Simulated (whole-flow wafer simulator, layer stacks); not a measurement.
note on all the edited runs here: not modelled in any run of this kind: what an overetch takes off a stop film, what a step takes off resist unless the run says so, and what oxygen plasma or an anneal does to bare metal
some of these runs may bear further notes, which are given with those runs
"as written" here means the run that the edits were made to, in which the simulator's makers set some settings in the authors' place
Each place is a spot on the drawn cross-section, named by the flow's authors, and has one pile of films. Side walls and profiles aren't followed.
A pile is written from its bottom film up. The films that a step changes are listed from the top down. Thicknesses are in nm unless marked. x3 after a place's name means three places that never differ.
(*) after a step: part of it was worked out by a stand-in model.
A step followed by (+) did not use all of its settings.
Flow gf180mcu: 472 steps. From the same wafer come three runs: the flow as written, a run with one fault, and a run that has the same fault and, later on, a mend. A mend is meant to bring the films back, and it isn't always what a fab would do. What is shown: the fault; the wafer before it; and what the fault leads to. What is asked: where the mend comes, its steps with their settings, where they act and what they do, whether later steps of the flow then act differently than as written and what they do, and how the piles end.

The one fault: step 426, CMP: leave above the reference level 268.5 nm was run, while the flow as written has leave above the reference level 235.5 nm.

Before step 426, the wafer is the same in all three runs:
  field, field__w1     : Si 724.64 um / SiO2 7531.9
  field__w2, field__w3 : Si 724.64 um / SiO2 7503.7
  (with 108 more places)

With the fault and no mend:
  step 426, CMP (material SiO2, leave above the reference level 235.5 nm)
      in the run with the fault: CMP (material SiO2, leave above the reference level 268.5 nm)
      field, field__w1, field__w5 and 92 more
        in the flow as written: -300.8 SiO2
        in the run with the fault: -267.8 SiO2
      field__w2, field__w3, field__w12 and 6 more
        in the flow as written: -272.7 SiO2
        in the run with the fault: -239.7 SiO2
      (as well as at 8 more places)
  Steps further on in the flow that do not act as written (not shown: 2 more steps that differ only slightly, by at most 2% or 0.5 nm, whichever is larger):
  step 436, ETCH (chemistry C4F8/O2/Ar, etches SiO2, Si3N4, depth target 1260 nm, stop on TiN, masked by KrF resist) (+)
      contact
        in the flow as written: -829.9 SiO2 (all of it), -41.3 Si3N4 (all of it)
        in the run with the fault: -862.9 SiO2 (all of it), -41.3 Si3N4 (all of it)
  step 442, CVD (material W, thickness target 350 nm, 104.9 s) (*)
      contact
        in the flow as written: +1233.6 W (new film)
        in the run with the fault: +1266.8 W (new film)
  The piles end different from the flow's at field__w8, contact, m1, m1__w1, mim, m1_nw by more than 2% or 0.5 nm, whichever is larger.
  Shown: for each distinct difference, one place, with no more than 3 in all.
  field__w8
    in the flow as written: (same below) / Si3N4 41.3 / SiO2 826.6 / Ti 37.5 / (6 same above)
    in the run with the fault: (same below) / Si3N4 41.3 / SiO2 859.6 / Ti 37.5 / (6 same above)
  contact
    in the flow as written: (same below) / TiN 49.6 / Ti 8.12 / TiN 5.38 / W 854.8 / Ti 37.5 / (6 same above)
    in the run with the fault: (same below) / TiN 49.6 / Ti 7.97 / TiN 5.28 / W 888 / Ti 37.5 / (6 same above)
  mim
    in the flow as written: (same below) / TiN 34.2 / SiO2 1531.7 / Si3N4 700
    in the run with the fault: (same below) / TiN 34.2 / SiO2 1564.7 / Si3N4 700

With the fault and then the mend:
  The mend stands after step 434.
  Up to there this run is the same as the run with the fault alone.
  step 434a, STRIP (chemistry O2/N2, power 2160 W, pressure 1700 mTorr) (*)
      field, field__w1, field__w2 and 108 more
        -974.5 KrF resist (all of it), -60 anti-reflective coat (all of it)
      contact
        -60 anti-reflective coat (all of it)
  step 434b, CMP (material SiO2, leave above the reference level 235.5 nm) (the flow's step 426 again)
      field, field__w1, field__w2 and 109 more
        -33 SiO2
  step 434c, HMDS (120 C, 60 s) (the flow's step 428 again)
      alters no film at any place that is followed
  step 434d, COAT (anti-reflective coat, thickness 60 nm, 182 C, 71 s) (the flow's step 429 again)
      field, field__w1, field__w2 and 109 more
        +60 anti-reflective coat (new film)
  step 434e, COAT (KrF resist, thickness 1000 nm) (the flow's step 430 again)
      field, field__w1, field__w2 and 109 more
        +1000 KrF resist (new film)
  step 434f, SOFTBAKE (KrF resist) (the flow's step 431 again)
      alters no film at any place that is followed
  step 434g, EXPOSE (photomask Via5) (the flow's step 432 again)
      alters no film at any place that is followed
  step 434h, PEB (KrF resist, 135 C, 90 s) (the flow's step 433 again)
      field, field__w1, field__w2 and 109 more
        -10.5 KrF resist
  step 434i, DEVELOP (KrF resist, thickness 1000 nm, 60 s) (the flow's step 434 again)
      field, field__w1, field__w2 and 108 more
        -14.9 KrF resist
      contact
        -989.5 KrF resist (all of it)
  Every later step of the flow that is run acts as written at every place that is followed.
  At every place that both follow, the piles at the end match the flow's.
